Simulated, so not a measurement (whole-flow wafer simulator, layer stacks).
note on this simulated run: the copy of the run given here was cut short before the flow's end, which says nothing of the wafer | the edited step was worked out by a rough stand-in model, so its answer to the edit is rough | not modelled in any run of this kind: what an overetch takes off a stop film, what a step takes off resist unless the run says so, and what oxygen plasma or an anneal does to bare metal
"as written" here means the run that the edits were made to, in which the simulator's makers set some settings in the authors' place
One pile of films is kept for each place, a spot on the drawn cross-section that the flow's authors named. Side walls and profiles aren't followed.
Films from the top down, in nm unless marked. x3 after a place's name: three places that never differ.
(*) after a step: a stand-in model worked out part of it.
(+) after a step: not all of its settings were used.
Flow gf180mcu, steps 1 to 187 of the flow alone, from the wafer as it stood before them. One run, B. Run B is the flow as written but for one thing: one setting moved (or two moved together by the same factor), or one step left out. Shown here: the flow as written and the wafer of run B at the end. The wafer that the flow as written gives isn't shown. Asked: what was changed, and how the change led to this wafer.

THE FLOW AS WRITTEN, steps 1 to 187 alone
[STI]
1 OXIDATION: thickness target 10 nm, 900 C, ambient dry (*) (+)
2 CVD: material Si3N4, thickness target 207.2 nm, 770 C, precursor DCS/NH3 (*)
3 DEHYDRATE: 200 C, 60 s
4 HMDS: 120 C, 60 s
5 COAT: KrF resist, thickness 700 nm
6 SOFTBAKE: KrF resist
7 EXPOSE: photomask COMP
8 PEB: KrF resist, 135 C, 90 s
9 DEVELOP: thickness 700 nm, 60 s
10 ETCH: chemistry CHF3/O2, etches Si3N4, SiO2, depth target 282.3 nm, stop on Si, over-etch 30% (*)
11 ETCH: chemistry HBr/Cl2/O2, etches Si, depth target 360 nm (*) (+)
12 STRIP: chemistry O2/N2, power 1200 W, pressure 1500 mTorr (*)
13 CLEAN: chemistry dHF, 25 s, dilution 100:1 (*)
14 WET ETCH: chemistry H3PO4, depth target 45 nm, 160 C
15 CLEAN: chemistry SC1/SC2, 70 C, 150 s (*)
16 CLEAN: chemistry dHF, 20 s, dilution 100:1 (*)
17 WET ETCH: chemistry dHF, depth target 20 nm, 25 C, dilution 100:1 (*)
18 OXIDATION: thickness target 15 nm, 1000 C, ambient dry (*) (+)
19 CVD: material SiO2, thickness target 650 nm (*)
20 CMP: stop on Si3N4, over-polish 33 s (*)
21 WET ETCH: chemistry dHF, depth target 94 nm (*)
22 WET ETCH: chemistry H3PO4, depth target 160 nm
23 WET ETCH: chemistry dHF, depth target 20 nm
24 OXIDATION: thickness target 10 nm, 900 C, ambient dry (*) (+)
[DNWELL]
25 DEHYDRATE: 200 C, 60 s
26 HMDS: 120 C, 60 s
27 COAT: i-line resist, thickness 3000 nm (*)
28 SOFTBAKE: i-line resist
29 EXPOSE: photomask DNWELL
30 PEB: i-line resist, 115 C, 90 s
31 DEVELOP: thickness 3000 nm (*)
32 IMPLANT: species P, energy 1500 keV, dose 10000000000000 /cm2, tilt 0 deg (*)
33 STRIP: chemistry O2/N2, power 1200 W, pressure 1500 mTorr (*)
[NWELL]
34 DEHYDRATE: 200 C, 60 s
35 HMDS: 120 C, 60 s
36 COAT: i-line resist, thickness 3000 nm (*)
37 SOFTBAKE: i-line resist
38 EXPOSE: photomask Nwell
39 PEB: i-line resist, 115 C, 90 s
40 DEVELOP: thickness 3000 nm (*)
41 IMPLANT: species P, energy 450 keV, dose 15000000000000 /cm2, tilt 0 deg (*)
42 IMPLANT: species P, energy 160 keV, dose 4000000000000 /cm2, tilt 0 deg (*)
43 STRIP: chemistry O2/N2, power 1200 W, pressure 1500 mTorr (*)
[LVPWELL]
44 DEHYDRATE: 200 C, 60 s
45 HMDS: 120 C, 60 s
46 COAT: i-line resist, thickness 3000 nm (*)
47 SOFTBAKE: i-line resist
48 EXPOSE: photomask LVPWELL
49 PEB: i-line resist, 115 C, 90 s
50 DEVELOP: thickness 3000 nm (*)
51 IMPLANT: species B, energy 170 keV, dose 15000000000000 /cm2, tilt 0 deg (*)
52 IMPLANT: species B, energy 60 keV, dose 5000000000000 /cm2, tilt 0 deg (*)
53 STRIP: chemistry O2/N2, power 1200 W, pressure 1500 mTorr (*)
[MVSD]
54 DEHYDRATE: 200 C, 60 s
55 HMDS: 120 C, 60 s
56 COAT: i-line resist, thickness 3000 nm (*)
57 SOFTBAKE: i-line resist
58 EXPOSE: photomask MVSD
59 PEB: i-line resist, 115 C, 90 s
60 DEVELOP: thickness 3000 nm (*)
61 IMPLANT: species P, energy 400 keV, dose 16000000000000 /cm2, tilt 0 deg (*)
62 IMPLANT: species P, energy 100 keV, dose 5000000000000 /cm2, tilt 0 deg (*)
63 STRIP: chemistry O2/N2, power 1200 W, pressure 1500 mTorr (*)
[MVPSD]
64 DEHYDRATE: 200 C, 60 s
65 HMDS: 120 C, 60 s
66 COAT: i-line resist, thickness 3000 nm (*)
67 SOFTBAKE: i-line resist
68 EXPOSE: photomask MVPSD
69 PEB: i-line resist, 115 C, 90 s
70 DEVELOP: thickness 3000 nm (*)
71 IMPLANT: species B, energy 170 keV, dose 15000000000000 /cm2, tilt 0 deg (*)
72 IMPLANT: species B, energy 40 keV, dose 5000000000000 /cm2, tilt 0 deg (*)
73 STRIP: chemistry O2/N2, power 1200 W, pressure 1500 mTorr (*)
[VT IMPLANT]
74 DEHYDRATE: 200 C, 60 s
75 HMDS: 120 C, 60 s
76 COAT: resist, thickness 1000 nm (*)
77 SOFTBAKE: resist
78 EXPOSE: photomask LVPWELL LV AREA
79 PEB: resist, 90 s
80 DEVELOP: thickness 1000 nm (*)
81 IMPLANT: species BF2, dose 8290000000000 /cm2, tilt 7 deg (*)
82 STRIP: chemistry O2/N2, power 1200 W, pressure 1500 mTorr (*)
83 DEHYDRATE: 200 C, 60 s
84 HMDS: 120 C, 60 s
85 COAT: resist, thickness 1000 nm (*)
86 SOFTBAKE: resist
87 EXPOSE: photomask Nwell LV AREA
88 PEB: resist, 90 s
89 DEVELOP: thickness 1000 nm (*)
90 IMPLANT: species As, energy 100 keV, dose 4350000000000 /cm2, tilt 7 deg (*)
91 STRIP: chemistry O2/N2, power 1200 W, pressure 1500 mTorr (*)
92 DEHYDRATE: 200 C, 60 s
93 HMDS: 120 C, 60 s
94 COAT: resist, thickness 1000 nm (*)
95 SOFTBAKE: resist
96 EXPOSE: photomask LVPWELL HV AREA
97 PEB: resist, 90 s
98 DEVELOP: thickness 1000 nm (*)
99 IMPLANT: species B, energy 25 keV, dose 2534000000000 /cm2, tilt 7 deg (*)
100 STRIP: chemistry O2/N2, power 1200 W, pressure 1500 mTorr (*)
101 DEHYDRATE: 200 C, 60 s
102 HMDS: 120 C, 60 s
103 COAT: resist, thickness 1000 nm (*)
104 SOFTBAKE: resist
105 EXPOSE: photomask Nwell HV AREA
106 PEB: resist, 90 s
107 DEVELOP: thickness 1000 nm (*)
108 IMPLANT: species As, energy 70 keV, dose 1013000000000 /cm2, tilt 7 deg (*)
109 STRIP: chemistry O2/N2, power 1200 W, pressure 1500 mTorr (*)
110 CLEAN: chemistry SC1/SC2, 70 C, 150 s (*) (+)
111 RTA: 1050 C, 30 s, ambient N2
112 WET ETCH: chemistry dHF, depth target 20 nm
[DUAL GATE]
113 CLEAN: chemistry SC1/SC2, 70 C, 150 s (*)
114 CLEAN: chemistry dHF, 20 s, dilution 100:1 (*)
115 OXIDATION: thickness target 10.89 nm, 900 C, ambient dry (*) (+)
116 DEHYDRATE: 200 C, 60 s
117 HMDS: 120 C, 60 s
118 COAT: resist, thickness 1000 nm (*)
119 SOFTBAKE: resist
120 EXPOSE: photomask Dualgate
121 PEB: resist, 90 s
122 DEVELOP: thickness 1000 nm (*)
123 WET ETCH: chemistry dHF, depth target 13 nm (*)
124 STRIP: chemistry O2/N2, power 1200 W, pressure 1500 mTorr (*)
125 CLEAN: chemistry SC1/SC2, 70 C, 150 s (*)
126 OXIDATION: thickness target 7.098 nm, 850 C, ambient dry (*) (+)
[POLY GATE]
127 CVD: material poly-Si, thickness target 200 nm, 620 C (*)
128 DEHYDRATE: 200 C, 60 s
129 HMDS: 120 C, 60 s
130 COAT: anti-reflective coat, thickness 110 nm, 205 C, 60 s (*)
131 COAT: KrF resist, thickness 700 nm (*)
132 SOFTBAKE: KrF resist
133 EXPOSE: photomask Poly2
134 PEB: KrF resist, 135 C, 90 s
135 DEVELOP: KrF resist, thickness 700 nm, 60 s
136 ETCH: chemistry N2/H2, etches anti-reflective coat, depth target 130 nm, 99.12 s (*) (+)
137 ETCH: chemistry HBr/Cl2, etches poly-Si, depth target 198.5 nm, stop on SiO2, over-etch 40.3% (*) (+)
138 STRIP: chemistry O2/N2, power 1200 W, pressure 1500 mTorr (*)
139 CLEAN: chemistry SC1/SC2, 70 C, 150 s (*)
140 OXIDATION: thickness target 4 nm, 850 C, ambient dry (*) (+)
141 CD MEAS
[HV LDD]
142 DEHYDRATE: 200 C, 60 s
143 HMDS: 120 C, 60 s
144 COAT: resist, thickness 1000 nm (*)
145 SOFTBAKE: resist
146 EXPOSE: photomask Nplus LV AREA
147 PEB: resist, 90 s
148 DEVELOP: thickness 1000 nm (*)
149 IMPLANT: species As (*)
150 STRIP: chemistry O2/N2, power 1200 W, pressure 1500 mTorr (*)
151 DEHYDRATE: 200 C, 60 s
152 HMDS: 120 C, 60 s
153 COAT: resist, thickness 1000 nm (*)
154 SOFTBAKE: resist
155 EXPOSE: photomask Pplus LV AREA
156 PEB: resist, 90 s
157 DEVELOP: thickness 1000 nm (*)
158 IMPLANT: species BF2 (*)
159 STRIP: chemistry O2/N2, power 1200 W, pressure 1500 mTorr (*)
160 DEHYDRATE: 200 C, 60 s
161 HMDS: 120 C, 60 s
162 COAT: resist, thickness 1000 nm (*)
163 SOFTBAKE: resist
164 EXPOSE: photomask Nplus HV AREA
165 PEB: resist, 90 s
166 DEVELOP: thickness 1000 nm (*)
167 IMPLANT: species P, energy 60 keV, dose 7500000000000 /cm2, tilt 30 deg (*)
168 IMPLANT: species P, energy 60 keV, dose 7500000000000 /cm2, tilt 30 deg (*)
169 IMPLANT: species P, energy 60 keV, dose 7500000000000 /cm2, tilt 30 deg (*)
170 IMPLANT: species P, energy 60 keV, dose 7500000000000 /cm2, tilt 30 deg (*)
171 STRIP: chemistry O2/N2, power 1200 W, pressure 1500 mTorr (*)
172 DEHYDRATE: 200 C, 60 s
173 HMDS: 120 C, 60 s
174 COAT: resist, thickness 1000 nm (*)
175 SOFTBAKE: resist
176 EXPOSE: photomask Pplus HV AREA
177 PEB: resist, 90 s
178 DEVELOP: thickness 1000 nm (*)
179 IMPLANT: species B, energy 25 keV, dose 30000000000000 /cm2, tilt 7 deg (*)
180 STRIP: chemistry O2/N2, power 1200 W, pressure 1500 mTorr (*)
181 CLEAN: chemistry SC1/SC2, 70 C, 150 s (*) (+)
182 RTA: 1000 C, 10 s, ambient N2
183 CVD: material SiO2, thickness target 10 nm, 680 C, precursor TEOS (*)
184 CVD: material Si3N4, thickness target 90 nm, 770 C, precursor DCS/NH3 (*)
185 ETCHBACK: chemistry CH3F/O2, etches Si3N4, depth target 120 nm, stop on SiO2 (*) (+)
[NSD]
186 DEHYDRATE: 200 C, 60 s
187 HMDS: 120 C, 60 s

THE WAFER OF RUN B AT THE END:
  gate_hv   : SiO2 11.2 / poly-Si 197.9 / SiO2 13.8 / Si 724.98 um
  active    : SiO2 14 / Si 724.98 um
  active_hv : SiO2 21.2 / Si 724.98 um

The cause: step 126, OXIDATION: 838 C was run, where the flow has 850 C.

How the change led to this, step by step:
  126 OXIDATION: thickness target 7.098 nm, 850 C, ambient dry (*) (+)
      gate_hv, active_hv, active_nat and 25 more: SiO2 +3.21, Si -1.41 (as written it would be: SiO2 +3.72, Si -1.64)
      active, n_well, p_well and 12 more: SiO2 +6.34 (new film), chemical SiO2 -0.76 (all of it), Si -2.46 (as written it would be: SiO2 +7.1 (new film), chemical SiO2 -0.76 (all of it), Si -2.79)
